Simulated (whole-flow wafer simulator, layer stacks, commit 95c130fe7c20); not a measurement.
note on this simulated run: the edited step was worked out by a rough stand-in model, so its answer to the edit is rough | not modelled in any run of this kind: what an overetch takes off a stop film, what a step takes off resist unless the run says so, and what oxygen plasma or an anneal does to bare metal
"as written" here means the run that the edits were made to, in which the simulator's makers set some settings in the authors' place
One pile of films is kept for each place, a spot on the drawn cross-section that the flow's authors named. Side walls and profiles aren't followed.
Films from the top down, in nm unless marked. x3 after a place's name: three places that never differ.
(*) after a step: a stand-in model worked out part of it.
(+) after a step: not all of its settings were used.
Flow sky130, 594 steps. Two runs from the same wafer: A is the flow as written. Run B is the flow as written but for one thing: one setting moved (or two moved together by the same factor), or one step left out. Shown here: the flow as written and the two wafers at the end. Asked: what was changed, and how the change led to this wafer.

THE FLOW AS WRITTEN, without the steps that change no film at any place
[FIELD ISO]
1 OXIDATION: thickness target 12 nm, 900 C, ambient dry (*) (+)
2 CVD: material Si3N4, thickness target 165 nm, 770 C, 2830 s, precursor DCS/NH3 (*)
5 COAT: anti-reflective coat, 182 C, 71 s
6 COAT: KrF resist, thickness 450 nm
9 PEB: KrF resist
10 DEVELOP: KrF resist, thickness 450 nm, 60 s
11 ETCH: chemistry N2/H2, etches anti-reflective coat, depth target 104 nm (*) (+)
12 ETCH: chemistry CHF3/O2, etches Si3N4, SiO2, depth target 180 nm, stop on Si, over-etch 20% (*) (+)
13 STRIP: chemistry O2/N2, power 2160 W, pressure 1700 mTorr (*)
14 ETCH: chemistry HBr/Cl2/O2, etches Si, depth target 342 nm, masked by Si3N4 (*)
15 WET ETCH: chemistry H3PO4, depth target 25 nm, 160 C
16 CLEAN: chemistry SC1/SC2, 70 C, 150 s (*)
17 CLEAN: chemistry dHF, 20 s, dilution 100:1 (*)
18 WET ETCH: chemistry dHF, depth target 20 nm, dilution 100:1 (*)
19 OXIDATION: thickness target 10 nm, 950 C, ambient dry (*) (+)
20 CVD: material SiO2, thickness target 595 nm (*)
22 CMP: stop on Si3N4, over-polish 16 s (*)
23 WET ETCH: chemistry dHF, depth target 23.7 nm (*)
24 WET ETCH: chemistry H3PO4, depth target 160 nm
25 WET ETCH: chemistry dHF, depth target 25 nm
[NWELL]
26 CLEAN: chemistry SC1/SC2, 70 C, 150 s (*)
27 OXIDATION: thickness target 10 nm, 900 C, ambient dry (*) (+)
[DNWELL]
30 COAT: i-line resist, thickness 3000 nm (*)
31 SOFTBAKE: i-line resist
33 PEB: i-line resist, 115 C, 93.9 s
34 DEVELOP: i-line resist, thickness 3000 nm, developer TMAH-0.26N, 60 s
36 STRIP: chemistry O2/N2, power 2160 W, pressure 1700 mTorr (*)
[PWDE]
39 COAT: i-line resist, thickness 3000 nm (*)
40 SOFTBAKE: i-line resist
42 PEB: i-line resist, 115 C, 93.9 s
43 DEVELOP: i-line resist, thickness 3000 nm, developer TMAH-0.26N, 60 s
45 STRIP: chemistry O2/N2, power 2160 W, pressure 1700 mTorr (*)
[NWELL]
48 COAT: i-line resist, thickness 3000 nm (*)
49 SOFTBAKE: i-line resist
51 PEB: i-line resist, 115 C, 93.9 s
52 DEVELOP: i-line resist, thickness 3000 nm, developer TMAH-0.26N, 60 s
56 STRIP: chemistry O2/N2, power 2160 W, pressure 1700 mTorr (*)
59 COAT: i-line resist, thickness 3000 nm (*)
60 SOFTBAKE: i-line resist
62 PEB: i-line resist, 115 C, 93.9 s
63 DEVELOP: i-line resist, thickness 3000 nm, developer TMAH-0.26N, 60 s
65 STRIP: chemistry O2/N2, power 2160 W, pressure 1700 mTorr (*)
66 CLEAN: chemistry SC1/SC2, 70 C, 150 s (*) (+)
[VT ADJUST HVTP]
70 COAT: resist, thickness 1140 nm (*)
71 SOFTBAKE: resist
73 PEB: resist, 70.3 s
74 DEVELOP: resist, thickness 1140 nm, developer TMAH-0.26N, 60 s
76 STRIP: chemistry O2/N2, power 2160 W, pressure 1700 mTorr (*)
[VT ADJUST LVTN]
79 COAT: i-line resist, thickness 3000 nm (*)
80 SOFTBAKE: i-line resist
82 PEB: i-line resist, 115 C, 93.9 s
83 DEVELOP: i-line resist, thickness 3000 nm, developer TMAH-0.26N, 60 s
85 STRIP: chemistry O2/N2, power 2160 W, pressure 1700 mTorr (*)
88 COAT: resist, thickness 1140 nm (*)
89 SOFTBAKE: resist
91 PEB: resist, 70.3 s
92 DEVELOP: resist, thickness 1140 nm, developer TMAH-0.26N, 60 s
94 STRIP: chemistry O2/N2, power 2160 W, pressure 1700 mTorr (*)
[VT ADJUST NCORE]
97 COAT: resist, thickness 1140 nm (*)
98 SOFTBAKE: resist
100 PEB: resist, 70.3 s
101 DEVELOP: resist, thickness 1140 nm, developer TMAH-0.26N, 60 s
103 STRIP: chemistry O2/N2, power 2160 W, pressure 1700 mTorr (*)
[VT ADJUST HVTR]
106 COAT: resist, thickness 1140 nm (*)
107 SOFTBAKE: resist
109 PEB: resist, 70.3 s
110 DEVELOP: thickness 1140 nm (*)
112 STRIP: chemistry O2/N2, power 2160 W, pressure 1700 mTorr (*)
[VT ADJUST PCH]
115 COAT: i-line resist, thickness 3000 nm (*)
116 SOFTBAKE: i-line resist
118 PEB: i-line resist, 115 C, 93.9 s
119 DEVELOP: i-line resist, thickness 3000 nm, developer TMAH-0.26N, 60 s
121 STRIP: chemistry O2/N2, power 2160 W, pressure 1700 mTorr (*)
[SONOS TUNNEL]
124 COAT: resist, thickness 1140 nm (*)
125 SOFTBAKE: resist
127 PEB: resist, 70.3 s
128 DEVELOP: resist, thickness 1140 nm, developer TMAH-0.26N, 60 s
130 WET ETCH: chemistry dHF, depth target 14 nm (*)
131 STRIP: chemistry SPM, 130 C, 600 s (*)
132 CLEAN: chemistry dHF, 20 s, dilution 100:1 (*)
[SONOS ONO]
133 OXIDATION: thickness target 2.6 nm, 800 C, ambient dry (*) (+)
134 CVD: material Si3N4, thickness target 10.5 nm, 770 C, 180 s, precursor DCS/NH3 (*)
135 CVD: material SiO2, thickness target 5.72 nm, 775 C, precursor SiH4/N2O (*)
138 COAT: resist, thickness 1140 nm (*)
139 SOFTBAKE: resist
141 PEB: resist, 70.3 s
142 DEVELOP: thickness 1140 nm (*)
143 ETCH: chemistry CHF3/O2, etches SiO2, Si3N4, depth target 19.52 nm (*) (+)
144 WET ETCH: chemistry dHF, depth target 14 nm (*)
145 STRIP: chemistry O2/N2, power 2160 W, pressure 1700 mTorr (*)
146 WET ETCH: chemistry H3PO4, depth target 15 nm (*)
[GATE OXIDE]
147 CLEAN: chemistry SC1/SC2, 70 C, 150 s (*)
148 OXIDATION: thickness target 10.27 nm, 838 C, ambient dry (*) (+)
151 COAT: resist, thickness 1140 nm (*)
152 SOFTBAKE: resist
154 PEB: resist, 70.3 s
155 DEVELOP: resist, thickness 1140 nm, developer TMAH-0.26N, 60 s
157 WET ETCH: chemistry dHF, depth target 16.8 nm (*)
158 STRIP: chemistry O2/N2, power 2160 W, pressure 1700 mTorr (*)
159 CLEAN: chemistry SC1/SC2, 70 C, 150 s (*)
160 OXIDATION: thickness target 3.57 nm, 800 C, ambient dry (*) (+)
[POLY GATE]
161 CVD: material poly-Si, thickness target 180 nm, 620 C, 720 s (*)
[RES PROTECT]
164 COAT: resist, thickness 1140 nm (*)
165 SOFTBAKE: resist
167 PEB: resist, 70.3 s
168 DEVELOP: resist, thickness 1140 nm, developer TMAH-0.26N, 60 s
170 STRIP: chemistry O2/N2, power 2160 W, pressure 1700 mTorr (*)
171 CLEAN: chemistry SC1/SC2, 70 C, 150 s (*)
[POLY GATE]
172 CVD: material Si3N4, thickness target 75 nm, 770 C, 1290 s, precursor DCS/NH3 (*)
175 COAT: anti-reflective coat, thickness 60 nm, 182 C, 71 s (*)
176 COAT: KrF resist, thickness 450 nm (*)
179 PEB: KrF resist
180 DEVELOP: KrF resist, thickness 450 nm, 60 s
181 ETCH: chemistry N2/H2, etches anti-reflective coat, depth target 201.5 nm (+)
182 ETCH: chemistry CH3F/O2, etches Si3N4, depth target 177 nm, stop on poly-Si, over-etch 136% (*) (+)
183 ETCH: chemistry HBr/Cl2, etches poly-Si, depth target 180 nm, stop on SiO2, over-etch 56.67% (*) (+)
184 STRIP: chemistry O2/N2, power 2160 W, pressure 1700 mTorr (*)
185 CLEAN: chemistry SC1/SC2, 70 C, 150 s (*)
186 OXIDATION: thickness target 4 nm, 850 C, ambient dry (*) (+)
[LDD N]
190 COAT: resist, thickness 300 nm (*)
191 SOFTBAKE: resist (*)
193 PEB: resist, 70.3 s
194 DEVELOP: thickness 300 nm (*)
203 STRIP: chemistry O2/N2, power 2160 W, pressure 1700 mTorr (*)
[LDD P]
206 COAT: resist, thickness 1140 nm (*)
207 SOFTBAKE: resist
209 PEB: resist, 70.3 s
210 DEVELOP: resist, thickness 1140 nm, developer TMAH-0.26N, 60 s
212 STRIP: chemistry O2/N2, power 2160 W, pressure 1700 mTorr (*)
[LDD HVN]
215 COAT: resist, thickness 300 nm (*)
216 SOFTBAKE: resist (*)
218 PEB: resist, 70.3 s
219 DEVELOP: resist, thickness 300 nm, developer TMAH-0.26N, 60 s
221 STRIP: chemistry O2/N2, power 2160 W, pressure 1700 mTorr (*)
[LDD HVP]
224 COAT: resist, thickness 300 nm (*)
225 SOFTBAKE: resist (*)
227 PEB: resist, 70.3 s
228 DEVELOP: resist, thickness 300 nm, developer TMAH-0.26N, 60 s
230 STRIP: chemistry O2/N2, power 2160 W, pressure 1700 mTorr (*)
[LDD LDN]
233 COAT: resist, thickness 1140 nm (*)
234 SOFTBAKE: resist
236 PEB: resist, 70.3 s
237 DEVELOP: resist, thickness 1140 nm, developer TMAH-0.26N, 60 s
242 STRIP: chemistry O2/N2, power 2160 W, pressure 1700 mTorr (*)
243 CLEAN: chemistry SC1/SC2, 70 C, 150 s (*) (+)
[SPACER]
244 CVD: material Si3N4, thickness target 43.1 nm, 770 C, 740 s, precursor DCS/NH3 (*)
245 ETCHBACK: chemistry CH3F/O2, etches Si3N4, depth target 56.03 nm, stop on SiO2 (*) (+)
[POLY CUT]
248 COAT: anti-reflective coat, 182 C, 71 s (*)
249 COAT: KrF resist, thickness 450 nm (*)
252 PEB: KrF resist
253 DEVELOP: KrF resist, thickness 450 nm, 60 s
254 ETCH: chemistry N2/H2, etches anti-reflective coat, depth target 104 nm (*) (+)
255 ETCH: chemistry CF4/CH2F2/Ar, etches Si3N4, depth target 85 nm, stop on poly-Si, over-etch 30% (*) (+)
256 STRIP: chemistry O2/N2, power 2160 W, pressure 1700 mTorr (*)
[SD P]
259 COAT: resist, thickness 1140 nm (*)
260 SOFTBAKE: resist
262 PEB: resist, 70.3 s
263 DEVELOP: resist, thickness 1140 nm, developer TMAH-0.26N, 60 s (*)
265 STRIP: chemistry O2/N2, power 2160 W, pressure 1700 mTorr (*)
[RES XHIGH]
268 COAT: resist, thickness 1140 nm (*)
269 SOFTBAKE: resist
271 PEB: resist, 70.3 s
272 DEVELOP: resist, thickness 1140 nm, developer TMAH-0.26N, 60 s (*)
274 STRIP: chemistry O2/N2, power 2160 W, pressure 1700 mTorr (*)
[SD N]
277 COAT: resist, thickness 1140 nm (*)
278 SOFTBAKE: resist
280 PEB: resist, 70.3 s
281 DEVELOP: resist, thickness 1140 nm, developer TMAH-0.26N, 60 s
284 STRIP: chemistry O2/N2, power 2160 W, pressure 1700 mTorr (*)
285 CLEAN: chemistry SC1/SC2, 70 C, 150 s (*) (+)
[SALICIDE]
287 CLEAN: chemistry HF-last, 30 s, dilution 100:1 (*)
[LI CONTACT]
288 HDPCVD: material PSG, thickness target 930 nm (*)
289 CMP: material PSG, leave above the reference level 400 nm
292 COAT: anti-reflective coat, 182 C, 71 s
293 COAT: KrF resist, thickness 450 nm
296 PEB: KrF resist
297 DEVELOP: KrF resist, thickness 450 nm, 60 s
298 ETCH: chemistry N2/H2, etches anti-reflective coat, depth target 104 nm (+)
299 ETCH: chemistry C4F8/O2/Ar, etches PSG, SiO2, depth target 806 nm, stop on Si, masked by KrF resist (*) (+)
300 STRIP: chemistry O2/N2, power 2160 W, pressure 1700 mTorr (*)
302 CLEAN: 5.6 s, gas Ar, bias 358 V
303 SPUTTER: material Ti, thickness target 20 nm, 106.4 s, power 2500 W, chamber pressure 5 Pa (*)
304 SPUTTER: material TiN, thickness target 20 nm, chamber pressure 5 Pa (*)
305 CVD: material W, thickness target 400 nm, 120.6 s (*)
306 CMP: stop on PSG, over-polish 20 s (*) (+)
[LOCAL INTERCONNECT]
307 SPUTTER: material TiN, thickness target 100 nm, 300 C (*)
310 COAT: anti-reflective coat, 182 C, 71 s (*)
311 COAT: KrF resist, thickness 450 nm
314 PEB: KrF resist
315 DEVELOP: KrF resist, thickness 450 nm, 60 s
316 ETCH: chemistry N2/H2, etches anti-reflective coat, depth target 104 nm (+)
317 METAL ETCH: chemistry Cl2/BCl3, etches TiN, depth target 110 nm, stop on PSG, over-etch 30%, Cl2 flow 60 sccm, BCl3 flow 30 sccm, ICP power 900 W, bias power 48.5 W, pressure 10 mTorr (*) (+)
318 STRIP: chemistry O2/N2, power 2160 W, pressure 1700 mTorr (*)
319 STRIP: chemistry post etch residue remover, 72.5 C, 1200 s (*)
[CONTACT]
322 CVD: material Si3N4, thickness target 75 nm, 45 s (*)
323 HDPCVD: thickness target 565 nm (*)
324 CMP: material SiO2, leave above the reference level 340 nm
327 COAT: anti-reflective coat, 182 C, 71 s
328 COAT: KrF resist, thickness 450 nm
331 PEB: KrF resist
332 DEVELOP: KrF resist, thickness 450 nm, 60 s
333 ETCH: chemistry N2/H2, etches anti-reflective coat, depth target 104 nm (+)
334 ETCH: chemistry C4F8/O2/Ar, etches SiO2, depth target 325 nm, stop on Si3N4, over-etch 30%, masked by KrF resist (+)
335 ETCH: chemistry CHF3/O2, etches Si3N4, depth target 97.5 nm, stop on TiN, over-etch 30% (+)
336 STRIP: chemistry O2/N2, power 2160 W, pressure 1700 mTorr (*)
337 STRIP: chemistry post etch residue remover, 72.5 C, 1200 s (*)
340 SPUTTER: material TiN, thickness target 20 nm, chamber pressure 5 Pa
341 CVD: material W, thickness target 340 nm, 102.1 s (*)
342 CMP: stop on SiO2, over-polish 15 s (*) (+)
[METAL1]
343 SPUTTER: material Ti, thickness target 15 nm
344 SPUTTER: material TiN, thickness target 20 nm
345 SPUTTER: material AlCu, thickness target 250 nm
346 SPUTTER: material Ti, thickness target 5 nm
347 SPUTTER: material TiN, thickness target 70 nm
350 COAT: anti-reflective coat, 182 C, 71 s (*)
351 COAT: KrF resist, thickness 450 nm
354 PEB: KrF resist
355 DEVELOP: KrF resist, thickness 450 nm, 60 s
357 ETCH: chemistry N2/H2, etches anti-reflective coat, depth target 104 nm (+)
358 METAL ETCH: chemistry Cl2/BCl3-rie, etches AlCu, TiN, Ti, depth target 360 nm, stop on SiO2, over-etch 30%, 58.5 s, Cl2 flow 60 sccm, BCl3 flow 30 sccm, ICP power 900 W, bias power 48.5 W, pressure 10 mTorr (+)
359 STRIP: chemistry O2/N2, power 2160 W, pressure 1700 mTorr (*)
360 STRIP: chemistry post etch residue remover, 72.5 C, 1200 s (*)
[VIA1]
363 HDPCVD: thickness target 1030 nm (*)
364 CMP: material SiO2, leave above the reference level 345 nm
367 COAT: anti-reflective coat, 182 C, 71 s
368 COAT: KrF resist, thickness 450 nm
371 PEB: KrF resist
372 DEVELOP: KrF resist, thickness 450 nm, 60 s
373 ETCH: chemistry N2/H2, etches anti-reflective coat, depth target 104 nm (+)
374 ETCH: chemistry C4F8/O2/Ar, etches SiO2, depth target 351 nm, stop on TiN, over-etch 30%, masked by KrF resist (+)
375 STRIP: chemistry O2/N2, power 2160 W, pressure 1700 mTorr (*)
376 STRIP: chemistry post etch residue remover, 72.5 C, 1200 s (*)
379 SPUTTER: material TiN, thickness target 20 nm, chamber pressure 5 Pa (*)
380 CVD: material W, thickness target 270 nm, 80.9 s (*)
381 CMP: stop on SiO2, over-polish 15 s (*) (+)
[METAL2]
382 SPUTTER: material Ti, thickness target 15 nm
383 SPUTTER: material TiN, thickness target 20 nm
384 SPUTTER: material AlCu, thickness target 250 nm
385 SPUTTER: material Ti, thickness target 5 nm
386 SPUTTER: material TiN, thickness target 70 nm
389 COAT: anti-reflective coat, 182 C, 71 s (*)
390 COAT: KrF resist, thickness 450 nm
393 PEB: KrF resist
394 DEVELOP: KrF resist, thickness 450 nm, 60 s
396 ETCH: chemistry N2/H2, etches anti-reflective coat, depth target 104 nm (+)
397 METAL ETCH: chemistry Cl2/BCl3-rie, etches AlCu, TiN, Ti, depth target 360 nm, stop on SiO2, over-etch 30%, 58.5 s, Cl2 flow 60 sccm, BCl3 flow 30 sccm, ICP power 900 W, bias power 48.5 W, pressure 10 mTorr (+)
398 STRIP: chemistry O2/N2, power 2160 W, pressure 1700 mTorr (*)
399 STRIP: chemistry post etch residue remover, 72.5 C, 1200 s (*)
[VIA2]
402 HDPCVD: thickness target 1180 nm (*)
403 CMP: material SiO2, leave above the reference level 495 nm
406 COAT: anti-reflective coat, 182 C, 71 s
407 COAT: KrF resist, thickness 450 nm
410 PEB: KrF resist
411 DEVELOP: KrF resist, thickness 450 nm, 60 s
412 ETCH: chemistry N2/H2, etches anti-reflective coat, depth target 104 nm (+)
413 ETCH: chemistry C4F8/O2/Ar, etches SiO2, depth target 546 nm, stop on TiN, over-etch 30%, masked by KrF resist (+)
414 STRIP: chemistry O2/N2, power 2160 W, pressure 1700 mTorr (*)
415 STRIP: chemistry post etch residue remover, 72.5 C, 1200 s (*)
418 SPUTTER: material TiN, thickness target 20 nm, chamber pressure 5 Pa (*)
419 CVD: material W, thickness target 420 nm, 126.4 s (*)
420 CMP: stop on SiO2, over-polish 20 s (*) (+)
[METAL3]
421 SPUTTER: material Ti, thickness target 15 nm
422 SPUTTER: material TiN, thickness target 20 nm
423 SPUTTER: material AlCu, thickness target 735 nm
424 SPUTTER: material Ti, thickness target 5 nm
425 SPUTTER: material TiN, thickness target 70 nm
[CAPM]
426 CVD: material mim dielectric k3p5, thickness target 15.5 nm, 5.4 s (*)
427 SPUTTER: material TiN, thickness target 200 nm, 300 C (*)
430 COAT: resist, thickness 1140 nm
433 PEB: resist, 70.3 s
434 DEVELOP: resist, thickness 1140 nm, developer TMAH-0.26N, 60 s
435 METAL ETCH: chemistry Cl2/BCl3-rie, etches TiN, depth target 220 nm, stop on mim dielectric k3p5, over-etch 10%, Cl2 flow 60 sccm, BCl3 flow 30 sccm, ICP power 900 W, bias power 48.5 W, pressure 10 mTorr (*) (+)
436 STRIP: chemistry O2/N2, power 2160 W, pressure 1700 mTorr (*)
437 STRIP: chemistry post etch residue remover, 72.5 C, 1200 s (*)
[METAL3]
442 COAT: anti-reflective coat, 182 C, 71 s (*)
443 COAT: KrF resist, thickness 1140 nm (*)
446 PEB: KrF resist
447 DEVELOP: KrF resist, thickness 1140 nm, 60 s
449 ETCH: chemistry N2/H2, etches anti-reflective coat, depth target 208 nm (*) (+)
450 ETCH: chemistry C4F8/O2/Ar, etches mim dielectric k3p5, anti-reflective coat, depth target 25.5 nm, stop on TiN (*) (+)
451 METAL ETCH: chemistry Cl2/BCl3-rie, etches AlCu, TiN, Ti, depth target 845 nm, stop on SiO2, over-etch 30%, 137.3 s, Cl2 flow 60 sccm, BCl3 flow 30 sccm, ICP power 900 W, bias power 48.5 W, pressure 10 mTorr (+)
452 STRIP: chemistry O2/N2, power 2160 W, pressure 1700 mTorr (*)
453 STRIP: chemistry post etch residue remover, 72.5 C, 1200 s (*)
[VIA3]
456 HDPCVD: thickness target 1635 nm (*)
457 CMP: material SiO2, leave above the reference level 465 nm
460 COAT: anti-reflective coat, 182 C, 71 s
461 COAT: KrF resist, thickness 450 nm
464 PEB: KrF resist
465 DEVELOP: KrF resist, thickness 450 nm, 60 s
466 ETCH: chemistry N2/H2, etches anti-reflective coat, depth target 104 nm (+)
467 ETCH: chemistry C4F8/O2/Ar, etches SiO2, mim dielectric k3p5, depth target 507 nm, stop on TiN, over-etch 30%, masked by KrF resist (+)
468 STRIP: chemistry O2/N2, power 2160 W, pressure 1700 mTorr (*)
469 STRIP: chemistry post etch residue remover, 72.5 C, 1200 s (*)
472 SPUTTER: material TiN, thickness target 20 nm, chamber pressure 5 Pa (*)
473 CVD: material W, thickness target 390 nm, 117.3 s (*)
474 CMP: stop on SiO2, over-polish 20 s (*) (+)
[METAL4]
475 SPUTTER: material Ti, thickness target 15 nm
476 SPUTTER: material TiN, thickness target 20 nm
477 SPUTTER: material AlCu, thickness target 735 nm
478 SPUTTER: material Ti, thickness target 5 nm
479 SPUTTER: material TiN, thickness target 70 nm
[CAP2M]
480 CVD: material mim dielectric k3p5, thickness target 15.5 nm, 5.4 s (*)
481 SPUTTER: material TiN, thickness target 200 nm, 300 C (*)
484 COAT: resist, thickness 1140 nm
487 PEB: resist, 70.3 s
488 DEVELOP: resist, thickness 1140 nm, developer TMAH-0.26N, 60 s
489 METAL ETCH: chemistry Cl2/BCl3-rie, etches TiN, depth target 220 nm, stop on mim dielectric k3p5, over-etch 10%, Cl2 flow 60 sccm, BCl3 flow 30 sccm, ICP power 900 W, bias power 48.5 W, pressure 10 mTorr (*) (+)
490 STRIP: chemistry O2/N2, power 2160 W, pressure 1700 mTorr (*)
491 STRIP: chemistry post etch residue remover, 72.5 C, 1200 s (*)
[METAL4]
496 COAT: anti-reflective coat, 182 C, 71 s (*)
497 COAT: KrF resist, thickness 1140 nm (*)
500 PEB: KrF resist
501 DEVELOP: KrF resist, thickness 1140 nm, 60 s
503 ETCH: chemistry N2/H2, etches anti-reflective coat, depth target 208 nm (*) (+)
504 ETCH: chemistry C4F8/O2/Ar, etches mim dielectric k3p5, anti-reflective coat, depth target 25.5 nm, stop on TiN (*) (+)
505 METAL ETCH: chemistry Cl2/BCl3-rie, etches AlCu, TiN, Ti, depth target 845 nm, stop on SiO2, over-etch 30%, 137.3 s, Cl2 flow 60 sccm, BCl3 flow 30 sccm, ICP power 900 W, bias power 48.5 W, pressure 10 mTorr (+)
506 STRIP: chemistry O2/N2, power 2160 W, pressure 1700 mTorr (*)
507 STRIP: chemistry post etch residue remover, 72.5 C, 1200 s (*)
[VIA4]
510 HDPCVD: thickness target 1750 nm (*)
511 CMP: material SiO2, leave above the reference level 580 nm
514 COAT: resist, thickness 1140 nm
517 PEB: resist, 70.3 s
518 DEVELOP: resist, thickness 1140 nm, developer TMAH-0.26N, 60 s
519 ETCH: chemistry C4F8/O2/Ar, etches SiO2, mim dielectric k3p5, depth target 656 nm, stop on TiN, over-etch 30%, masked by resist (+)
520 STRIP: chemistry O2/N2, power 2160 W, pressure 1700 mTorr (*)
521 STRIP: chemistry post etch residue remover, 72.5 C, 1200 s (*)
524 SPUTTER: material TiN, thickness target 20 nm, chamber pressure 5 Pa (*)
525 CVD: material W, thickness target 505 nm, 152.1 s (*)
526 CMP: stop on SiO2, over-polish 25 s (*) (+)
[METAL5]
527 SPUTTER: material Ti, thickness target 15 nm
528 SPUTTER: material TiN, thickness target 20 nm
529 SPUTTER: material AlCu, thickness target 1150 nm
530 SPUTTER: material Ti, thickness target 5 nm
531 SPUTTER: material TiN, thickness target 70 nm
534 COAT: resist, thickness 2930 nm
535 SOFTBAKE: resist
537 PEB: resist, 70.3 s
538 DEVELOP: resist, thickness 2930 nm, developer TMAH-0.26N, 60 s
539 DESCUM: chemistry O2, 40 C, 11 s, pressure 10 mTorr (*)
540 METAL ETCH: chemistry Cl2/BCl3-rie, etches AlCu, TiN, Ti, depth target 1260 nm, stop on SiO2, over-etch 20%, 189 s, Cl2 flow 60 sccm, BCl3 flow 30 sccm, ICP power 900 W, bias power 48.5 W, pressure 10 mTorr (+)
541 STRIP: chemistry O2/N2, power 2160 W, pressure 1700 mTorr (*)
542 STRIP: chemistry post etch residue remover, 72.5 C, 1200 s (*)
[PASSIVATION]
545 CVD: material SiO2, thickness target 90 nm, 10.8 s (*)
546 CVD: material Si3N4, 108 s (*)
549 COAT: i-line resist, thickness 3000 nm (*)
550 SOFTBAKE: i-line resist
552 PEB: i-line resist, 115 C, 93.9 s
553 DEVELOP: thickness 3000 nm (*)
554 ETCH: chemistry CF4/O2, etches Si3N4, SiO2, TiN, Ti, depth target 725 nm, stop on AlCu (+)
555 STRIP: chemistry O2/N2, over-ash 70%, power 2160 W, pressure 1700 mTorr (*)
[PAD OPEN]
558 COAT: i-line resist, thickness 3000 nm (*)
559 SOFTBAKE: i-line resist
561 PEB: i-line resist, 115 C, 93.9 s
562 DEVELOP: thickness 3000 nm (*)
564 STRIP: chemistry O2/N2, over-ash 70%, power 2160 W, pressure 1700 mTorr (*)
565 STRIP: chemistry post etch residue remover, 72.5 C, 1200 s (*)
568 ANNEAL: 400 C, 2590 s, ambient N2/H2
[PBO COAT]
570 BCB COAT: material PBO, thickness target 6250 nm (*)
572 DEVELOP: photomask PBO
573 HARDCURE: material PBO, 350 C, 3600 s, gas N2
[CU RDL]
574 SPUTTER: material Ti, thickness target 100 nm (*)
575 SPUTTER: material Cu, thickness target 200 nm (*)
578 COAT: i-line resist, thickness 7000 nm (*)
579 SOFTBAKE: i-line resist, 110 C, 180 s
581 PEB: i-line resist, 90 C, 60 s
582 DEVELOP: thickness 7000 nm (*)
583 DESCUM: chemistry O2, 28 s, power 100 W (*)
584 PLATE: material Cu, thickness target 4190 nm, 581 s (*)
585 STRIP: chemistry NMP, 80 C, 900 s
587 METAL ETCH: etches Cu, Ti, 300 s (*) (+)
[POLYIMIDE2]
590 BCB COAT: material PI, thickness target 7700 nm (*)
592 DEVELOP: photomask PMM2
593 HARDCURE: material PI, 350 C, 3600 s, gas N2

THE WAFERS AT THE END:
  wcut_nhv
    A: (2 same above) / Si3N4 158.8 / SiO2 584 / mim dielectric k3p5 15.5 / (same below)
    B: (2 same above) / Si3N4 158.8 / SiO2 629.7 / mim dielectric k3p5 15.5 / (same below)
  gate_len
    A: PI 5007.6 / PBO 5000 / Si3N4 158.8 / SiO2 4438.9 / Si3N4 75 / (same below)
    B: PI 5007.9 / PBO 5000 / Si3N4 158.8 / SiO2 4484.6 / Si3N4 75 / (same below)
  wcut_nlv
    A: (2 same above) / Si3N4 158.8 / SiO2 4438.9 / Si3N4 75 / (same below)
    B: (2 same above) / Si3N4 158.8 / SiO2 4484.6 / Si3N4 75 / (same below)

The cause: step 545, CVD: thickness target 123 nm was run, where the flow has thickness target 90 nm; step 545, CVD: 14.8 s was run, where the flow has 10.8 s.

How the change led to this, step by step:
  545 CVD: material SiO2, thickness target 90 nm, 10.8 s (*)
      field, active, gate and 175 more: A SiO2 +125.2 | B SiO2 +170.9
      n_well, p_well, sd_n and 12 more: A SiO2 +125.2 (new film) | B SiO2 +170.9 (new film)
  550 SOFTBAKE: i-line resist
      gate_p_lvt, iso_guard_hv_nw: A i-line resist +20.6 | B i-line resist +21.9
      active: A i-line resist +12 | B i-line resist +13
      (and at 56 more places)
  554 ETCH: chemistry CF4/O2, etches Si3N4, SiO2, TiN, Ti, depth target 725 nm, stop on AlCu (+)
      field, active, n_well and 189 more: A i-line resist -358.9 | B i-line resist -404.6
      pad: A Si3N4 -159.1 (all of it), SiO2 -125.2 (all of it), TiN -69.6 (all of it), Ti -5 (all of it) | B Si3N4 -159.1 (all of it), SiO2 -170.9 (all of it), TiN -69.6 (all of it), Ti -5 (all of it)
  555 STRIP: chemistry O2/N2, over-ash 70%, power 2160 W, pressure 1700 mTorr (*)
      n_well, p_well, sd_n, sd_p: A i-line resist -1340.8 (all of it) | B i-line resist -1295.1 (all of it)
      m1: A i-line resist -1364.1 (all of it) | B i-line resist -1320.2 (all of it)
      (and at 8 more places)
  558 COAT: i-line resist, thickness 3000 nm (*)
      pad: A i-line resist +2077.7 (new film) | B i-line resist +2123.6 (new film)
  559 SOFTBAKE: i-line resist
      gate_p_lvt, iso_guard_hv_nw: A i-line resist +20.6 | B i-line resist +21.9
      field: A i-line resist +12.5 | B i-line resist +13.5
      (and at 63 more places)
  561 PEB: i-line resist, 115 C, 93.9 s
      pad: A i-line resist -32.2 | B i-line resist -33
  562 DEVELOP: thickness 3000 nm (*)
      pad: A i-line resist -2045.5 (all of it) | B i-line resist -2090.7 (all of it)
  578 COAT: i-line resist, thickness 7000 nm (*)
      pad: A i-line resist +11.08 um (new film) | B i-line resist +11.13 um (new film)
  579 SOFTBAKE: i-line resist, 110 C, 180 s
      mim, vcap_hvt: A i-line resist -16.8 | B i-line resist -17.6
      rpo_hd_licon, mim2: A i-line resist -14.9 | B i-line resist -15.5
      (and at 21 more places)
  582 DEVELOP: thickness 7000 nm (*)
      pad: A i-line resist -11.08 um (all of it) | B i-line resist -11.13 um (all of it)
